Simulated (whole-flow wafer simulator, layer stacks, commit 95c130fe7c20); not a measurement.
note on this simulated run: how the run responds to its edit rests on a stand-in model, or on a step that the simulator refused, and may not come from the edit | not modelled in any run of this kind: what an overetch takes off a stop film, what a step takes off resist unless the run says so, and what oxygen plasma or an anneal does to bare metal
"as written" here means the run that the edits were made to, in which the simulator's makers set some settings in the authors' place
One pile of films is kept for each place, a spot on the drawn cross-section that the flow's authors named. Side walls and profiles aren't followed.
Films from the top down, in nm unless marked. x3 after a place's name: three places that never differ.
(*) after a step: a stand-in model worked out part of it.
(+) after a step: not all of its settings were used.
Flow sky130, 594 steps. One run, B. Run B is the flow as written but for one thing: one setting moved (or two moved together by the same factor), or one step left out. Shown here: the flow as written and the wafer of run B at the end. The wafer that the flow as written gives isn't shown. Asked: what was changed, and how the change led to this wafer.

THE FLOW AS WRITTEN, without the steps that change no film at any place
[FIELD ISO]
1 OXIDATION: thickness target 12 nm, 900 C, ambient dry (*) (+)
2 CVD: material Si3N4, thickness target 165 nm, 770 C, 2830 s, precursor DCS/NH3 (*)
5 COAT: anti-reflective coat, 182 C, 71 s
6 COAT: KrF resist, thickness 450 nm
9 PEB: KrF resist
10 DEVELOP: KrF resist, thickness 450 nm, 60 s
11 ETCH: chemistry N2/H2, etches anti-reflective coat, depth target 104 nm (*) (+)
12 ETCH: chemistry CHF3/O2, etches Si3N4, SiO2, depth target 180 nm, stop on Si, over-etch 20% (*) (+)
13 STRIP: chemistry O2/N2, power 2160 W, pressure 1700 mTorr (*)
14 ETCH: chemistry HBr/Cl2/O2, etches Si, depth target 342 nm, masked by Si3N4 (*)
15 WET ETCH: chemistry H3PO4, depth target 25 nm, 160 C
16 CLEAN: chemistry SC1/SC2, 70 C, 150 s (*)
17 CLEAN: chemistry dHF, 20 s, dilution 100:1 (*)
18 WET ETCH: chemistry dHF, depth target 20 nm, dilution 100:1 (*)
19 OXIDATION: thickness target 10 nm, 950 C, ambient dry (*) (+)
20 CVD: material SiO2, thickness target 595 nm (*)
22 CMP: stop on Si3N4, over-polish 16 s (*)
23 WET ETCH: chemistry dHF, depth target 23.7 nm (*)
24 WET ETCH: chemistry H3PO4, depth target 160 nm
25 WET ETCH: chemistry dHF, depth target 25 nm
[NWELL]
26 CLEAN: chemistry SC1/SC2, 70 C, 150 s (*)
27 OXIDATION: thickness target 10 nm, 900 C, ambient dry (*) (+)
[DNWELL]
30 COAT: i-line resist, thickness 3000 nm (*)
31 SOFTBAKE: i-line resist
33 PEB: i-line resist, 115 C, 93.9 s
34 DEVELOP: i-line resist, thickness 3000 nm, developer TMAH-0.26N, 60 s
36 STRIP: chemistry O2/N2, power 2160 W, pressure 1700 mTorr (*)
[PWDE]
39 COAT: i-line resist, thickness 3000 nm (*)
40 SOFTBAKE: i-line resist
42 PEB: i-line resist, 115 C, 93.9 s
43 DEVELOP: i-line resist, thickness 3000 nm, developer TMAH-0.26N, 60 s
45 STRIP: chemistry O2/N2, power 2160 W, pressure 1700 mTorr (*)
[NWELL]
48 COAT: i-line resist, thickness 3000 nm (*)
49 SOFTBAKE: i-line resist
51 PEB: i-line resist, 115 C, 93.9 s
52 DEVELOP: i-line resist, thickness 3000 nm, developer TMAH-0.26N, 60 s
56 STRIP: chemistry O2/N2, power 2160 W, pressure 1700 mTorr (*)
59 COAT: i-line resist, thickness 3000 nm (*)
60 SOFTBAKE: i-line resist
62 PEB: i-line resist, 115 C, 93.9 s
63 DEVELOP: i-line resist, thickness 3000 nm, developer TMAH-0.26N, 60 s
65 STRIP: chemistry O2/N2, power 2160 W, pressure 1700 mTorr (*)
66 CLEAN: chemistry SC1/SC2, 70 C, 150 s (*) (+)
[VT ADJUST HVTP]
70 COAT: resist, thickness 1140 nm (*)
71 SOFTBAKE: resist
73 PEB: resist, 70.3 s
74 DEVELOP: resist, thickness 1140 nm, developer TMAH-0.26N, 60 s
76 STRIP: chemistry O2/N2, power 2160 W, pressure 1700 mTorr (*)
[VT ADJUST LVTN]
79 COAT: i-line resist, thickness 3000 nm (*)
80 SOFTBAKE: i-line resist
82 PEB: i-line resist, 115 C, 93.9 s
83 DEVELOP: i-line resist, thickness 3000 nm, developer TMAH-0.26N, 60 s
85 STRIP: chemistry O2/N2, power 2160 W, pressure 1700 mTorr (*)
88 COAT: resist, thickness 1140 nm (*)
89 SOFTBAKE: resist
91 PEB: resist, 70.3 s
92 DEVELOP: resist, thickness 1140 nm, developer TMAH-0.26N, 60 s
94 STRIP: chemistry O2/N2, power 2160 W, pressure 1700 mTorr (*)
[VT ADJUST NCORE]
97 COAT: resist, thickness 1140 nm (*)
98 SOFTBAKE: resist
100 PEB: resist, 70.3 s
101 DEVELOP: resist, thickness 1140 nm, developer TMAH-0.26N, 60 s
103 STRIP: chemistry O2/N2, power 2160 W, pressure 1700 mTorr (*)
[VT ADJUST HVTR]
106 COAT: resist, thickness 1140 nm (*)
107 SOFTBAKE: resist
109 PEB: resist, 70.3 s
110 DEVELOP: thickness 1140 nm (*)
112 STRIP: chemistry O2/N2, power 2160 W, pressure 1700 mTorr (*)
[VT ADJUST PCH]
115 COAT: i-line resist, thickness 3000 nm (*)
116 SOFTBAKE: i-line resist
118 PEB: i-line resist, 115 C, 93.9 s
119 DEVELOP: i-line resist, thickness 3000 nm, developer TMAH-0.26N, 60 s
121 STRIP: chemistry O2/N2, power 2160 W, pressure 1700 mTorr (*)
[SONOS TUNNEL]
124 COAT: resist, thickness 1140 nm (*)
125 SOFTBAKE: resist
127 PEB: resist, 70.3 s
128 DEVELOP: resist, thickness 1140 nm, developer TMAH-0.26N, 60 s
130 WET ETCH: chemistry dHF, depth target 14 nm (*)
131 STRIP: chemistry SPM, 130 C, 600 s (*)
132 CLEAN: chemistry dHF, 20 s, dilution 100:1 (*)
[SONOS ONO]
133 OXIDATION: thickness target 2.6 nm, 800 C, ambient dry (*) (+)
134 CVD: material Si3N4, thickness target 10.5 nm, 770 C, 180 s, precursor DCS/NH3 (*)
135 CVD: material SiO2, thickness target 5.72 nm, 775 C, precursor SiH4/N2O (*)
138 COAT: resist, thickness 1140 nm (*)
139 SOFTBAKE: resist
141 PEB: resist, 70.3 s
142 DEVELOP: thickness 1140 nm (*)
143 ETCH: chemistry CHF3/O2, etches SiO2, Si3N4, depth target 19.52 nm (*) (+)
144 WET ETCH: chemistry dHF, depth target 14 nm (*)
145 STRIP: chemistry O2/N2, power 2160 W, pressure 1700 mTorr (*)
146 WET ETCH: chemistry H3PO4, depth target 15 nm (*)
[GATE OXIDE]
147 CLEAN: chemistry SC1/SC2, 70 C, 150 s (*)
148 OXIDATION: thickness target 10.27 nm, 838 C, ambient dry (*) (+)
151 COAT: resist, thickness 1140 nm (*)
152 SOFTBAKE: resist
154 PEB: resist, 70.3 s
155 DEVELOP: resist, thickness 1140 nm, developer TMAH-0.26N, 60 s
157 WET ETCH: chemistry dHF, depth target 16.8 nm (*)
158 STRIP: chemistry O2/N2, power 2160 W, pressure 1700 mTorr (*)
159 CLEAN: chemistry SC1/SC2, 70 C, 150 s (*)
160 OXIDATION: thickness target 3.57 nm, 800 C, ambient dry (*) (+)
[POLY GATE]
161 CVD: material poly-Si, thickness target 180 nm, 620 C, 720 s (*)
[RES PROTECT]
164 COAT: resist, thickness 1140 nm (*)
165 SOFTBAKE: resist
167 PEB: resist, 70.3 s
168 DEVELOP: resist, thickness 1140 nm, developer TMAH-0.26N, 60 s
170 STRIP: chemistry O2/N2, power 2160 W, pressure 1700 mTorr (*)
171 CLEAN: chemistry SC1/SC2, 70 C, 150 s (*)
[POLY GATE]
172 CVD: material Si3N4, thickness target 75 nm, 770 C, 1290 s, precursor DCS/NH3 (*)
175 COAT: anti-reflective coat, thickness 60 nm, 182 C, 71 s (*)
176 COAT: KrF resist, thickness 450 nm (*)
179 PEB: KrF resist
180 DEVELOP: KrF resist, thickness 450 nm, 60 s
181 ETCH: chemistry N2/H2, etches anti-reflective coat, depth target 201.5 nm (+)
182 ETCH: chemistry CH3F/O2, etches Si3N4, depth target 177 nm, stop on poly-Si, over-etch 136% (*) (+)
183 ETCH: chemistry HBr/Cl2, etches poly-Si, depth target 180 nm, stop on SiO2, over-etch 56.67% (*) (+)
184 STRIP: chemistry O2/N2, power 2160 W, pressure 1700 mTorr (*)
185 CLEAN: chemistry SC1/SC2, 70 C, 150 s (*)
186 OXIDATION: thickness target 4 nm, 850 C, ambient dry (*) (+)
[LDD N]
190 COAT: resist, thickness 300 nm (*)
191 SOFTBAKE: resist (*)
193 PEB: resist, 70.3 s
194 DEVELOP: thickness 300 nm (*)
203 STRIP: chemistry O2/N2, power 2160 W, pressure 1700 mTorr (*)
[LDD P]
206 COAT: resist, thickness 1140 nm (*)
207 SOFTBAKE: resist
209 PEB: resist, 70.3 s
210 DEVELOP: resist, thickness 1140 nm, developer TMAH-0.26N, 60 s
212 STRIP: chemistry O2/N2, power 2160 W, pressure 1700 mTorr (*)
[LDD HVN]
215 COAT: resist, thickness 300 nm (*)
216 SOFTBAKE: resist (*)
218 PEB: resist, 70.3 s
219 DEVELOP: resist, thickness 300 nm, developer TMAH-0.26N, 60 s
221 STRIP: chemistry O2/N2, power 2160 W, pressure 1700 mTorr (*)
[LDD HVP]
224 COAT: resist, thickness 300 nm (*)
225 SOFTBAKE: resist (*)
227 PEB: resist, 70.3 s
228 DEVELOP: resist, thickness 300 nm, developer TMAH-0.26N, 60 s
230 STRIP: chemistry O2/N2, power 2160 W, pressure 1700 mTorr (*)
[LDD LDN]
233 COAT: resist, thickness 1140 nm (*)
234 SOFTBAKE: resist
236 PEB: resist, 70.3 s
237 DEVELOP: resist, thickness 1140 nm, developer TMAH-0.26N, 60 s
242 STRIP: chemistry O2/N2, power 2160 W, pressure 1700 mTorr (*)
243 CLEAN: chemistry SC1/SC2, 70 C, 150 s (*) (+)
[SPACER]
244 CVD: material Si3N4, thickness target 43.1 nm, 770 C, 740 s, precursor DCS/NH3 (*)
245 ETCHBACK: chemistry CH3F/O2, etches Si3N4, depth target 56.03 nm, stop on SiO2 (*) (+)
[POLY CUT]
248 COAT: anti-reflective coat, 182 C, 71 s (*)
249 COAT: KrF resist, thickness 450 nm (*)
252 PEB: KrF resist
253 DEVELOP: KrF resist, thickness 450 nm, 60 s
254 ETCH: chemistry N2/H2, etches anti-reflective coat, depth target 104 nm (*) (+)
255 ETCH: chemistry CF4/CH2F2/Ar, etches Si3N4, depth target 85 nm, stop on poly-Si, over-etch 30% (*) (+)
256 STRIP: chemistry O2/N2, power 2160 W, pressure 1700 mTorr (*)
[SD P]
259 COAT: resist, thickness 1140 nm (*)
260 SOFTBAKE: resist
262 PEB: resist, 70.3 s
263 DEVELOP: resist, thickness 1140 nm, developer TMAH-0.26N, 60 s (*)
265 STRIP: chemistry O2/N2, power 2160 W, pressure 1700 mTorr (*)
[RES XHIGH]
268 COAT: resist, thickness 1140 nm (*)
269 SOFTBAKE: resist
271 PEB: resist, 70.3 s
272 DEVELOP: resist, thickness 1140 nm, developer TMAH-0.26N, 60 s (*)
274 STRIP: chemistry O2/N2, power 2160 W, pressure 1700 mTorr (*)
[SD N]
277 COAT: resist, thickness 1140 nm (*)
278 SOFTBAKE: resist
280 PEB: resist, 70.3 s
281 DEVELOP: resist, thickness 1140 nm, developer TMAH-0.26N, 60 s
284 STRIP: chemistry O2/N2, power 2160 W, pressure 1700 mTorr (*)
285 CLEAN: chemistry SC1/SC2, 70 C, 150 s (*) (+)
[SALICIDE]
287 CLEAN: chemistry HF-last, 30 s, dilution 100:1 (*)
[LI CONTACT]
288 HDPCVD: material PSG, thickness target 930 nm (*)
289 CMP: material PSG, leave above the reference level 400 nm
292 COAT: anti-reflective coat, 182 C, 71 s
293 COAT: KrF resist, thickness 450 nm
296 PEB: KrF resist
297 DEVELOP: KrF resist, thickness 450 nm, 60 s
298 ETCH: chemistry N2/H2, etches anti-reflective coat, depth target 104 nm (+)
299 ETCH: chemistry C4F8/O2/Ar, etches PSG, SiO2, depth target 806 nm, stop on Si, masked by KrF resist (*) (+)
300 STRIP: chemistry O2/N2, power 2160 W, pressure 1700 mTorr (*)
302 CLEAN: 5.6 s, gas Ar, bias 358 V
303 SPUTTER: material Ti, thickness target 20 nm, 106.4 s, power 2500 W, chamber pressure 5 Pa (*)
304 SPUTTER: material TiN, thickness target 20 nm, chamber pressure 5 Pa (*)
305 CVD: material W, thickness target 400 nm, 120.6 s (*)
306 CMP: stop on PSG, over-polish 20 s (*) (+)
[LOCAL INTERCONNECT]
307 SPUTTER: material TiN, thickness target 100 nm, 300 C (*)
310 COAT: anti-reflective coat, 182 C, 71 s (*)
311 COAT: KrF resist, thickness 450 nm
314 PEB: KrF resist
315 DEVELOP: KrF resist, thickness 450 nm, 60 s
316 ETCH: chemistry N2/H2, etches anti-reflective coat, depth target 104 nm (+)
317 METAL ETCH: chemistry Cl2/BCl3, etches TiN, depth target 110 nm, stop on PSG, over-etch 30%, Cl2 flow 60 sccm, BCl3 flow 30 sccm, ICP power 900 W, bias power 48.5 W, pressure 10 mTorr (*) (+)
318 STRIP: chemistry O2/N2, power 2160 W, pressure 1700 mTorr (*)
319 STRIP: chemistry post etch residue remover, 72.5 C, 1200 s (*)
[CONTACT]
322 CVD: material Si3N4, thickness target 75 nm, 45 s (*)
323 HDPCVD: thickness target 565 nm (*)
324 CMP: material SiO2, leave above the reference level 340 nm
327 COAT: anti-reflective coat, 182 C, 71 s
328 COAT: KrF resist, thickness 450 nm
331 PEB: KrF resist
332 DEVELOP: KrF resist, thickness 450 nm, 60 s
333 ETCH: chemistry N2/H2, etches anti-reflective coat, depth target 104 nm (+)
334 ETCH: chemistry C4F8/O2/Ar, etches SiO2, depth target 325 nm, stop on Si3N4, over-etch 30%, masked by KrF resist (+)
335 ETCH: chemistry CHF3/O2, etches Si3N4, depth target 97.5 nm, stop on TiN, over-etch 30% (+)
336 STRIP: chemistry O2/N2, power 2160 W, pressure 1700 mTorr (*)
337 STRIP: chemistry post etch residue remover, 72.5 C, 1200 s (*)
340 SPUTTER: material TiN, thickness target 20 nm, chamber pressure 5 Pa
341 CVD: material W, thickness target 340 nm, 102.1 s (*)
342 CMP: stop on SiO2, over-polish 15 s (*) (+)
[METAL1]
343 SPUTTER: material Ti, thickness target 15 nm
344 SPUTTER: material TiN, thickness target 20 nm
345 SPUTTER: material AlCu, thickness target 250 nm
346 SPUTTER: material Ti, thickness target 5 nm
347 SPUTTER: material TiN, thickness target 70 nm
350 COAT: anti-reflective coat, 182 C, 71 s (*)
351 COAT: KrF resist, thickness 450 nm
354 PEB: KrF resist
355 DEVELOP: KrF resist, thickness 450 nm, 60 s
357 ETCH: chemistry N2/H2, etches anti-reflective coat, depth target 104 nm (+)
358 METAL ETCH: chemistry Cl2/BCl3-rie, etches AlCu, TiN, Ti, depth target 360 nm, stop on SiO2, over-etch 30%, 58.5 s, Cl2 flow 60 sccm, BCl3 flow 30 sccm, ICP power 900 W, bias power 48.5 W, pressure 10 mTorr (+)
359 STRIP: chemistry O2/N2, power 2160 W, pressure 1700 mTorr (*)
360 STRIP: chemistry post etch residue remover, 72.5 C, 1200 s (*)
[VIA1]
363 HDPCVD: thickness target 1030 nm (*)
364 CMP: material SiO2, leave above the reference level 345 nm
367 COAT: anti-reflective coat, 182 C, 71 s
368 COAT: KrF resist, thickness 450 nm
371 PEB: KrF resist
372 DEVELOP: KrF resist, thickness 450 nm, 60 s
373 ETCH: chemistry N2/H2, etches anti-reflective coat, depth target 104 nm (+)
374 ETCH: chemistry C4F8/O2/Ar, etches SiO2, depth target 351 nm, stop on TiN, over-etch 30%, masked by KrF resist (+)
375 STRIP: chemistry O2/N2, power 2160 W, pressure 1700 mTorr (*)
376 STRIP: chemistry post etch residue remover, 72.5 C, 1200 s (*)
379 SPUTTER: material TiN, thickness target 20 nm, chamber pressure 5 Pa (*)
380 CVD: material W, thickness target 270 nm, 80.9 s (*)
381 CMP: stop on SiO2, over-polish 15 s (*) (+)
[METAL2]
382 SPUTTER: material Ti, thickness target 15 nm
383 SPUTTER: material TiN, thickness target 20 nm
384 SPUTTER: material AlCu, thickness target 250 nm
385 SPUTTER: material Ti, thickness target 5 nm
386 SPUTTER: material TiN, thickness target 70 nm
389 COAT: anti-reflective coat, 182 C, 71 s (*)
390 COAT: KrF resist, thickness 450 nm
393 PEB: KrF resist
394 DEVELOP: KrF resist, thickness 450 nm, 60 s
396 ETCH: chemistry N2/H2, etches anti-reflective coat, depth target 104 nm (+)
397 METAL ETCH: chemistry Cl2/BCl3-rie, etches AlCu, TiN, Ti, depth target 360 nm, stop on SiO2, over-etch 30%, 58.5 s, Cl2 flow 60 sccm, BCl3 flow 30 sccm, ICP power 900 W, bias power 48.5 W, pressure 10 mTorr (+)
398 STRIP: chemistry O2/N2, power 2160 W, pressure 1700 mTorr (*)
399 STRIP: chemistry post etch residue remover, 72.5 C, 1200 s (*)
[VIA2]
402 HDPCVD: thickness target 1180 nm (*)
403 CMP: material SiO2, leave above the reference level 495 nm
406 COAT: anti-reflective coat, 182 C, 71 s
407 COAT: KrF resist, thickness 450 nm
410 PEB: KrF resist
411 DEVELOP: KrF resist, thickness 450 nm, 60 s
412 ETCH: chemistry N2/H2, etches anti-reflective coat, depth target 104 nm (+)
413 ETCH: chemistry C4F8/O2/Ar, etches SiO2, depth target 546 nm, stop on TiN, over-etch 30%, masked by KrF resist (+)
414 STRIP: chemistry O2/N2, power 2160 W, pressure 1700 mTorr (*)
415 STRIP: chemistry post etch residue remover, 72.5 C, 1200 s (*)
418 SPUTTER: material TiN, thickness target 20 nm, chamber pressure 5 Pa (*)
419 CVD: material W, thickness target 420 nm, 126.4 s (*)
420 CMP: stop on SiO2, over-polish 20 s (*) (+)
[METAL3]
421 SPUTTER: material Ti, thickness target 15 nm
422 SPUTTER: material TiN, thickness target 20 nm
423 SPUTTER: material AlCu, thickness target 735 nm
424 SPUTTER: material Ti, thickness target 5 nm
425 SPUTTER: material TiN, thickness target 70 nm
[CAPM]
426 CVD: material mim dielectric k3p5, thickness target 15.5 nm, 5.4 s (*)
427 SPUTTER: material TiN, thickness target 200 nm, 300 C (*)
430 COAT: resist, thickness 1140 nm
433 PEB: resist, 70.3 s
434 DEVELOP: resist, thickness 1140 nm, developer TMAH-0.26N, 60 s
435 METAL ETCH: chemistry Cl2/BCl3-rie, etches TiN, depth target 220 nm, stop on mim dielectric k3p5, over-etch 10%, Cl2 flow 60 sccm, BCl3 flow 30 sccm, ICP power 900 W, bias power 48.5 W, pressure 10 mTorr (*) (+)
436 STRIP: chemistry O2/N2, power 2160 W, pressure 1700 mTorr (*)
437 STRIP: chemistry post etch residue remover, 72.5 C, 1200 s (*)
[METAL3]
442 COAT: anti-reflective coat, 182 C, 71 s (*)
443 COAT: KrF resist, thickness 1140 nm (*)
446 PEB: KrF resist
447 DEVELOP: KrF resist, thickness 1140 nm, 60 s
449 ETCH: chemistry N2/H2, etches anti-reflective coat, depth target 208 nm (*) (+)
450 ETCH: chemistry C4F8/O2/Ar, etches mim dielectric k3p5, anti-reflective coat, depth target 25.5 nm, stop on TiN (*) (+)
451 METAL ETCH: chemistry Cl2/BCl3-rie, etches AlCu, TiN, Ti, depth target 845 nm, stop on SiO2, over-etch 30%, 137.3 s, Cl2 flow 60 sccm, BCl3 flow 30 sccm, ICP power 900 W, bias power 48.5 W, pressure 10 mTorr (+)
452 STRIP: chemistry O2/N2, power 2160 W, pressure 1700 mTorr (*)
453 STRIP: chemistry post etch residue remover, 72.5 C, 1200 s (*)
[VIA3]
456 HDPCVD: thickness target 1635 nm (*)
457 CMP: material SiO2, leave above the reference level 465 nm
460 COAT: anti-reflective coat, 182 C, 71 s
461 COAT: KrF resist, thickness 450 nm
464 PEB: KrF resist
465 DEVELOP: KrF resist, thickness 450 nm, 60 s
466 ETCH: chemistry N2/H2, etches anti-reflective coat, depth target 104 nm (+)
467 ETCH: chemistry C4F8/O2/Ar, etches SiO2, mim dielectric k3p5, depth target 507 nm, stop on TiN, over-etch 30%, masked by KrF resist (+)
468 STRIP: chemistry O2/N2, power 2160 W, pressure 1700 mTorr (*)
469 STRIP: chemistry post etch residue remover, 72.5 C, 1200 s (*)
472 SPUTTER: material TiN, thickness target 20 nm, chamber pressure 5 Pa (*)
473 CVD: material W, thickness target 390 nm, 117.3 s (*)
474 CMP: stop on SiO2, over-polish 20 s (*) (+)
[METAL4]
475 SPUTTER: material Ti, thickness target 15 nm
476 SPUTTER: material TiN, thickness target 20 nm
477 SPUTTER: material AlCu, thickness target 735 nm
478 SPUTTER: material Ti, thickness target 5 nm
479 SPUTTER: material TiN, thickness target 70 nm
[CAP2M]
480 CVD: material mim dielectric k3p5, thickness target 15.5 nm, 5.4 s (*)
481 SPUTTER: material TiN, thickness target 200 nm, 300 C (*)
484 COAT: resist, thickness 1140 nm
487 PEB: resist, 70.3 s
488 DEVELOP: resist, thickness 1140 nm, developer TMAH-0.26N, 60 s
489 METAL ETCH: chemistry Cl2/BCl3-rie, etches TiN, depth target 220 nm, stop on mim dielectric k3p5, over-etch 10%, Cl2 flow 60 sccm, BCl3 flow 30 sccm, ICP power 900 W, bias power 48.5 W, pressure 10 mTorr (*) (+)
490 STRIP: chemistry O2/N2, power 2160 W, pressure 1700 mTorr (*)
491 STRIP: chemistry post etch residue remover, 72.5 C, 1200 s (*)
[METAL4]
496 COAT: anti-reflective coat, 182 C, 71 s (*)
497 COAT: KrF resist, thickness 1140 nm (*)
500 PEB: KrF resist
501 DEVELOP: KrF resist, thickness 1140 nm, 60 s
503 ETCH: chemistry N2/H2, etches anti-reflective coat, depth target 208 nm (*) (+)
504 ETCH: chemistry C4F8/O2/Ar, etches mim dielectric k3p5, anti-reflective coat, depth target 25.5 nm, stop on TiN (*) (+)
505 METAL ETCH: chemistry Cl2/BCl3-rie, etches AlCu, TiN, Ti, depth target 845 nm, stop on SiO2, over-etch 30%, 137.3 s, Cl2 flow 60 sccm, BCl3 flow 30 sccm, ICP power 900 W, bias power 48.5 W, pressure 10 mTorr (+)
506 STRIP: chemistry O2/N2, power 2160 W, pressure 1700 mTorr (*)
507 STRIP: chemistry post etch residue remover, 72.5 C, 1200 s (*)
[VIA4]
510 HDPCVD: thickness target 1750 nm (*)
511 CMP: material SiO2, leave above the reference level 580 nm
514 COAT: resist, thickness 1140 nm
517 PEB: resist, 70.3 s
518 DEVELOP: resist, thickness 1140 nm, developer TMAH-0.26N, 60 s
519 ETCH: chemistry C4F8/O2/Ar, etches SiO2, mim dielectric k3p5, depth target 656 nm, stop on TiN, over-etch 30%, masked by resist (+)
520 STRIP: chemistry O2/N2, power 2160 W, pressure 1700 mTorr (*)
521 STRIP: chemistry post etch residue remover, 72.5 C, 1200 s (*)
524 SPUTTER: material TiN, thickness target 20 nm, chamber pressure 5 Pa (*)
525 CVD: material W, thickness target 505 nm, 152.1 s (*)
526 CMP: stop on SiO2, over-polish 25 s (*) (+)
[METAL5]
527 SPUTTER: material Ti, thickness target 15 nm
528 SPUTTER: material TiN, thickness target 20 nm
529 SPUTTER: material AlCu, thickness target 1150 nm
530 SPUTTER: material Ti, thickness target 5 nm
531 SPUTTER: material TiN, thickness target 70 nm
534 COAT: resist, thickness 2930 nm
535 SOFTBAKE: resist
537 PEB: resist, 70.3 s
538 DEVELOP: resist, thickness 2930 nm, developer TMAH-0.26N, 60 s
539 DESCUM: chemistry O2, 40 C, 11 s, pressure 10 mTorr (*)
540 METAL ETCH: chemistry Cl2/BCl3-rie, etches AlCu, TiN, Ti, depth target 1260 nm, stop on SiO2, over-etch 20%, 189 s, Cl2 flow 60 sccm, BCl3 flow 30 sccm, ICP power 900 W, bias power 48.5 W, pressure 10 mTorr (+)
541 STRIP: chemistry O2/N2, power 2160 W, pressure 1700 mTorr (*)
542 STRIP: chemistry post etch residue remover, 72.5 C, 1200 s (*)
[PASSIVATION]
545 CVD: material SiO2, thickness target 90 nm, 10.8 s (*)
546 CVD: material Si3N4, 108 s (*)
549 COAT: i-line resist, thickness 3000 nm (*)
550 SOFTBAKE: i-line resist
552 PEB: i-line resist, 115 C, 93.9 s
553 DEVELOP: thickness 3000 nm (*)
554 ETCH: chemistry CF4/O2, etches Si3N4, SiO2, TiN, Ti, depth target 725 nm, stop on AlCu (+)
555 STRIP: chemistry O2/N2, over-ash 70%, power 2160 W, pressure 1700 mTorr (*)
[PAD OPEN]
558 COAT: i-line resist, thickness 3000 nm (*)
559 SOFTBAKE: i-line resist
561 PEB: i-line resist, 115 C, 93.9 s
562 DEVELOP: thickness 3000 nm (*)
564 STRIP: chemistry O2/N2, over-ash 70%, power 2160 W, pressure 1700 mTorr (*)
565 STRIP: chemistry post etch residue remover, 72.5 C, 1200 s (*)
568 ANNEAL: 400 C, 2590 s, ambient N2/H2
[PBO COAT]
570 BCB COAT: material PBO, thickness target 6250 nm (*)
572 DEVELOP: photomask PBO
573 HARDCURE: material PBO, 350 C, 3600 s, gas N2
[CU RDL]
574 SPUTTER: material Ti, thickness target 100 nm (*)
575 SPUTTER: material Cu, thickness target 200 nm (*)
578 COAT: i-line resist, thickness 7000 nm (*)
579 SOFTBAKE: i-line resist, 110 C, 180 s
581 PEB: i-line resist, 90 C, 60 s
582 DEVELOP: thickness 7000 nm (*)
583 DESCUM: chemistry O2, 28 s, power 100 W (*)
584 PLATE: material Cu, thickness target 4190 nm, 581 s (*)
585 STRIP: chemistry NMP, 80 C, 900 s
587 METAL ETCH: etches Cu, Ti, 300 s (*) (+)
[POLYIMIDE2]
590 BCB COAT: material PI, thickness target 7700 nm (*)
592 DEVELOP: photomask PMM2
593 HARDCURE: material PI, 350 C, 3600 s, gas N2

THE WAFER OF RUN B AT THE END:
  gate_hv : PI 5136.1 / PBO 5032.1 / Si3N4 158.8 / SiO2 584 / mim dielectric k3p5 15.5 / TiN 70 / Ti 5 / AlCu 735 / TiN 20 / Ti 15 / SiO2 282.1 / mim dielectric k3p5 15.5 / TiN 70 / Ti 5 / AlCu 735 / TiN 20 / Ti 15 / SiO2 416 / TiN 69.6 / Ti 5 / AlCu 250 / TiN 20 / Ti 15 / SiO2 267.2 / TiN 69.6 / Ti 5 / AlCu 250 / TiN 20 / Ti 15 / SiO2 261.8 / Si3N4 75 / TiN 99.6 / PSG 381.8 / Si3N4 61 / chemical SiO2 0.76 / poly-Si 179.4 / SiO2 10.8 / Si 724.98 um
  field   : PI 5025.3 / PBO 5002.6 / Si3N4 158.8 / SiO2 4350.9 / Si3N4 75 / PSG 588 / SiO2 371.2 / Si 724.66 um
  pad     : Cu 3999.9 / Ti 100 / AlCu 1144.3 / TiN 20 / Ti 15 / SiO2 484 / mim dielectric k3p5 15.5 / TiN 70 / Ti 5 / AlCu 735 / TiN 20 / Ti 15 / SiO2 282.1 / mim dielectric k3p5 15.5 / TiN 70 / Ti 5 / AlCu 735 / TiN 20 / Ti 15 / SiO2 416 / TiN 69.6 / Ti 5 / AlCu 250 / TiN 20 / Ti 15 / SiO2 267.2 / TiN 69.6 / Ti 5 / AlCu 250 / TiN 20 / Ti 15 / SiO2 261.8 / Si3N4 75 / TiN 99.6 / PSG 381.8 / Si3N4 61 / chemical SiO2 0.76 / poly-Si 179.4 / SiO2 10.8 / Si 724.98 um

The cause: step 457, CMP: leave above the reference level 377 nm was run, where the flow has leave above the reference level 465 nm.

How the change led to this, step by step:
  457 CMP: material SiO2, leave above the reference level 465 nm
      n_well, p_well, gate_hv and 99 more: SiO2 -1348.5 (as written it would be: SiO2 -1260.5)
      field, active, gate and 82 more: SiO2 -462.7 (as written it would be: SiO2 -374.7)
      (and at 5 more places)
  467 ETCH: chemistry C4F8/O2/Ar, etches SiO2, mim dielectric k3p5, depth target 507 nm, stop on TiN, over-etch 30%, masked by KrF resist (+)
      field, active, n_well and 187 more: KrF resist -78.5 (as written it would be: KrF resist -101.4)
      m1: SiO2 -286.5 (all of it), mim dielectric k3p5 -15.5 (all of it) (as written it would be: SiO2 -374.5 (all of it), mim dielectric k3p5 -15.5 (all of it))
      (and at 1 more place)
  468 STRIP: chemistry O2/N2, power 2160 W, pressure 1700 mTorr (*)
      field, active, n_well and 187 more: KrF resist -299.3 (all of it), anti-reflective coat -80 (all of it) (as written it would be: KrF resist -276.4 (all of it), anti-reflective coat -80 (all of it))
  472 SPUTTER: material TiN, thickness target 20 nm, chamber pressure 5 Pa (*)
      m1, via3_hole: TiN +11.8 (as written it would be: TiN +10.6)
  473 CVD: material W, thickness target 390 nm, 117.3 s (*)
      m1: W +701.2 (new film) (as written it would be: W +790.5 (new film))
      via3_hole: W +700.6 (new film) (as written it would be: W +789.9 (new film))
